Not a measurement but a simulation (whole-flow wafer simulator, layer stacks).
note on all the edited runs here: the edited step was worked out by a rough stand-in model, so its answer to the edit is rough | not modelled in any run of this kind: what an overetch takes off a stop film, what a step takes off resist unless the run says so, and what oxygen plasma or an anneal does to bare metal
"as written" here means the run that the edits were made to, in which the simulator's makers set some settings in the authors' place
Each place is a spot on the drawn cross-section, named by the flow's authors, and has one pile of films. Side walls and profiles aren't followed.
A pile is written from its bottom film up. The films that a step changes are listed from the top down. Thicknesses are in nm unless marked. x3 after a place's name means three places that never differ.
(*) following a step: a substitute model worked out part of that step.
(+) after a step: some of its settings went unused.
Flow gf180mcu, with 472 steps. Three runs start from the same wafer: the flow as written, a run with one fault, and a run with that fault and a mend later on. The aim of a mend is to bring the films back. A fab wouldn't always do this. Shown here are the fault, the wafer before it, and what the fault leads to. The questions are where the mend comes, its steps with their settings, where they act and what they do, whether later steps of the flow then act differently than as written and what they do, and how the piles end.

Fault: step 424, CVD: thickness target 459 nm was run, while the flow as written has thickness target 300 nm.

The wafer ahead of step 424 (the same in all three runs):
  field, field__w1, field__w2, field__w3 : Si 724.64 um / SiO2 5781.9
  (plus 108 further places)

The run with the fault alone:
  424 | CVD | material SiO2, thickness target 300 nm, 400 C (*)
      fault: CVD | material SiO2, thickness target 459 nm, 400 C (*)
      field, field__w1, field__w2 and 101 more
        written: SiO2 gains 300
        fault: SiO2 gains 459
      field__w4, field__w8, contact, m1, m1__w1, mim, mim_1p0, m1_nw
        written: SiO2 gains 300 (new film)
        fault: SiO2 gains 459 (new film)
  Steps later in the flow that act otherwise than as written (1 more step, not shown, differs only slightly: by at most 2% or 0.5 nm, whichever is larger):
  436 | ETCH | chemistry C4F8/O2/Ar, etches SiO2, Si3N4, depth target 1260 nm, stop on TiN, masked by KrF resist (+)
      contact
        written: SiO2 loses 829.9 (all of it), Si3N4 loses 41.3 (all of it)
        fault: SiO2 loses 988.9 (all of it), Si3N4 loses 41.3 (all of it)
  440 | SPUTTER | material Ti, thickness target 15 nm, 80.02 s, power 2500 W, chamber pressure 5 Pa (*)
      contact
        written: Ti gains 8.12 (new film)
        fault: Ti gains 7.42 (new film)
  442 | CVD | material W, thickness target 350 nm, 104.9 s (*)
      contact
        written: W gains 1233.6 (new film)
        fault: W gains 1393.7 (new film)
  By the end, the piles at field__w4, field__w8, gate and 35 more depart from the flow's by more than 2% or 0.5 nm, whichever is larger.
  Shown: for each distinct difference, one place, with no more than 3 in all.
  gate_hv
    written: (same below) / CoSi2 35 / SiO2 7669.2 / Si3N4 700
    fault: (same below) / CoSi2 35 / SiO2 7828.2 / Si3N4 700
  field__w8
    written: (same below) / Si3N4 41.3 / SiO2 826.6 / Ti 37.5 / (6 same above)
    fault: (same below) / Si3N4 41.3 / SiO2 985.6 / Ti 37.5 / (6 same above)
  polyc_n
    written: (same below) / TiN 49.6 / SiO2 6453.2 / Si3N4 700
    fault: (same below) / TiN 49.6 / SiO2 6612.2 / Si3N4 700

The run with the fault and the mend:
  The mend follows step 424.
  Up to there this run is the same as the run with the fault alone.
  424a | WET ETCH | chemistry dHF, depth target 159 nm, 25 C, dilution 100:1 (a further turn of the flow's step 17, with different settings)
      field, field__w1, field__w2 and 109 more
        SiO2 loses 159
  None of the later steps of the flow acts differently than as written at any place that is followed.
  The piles end the same as the flow's at every place that both follow.
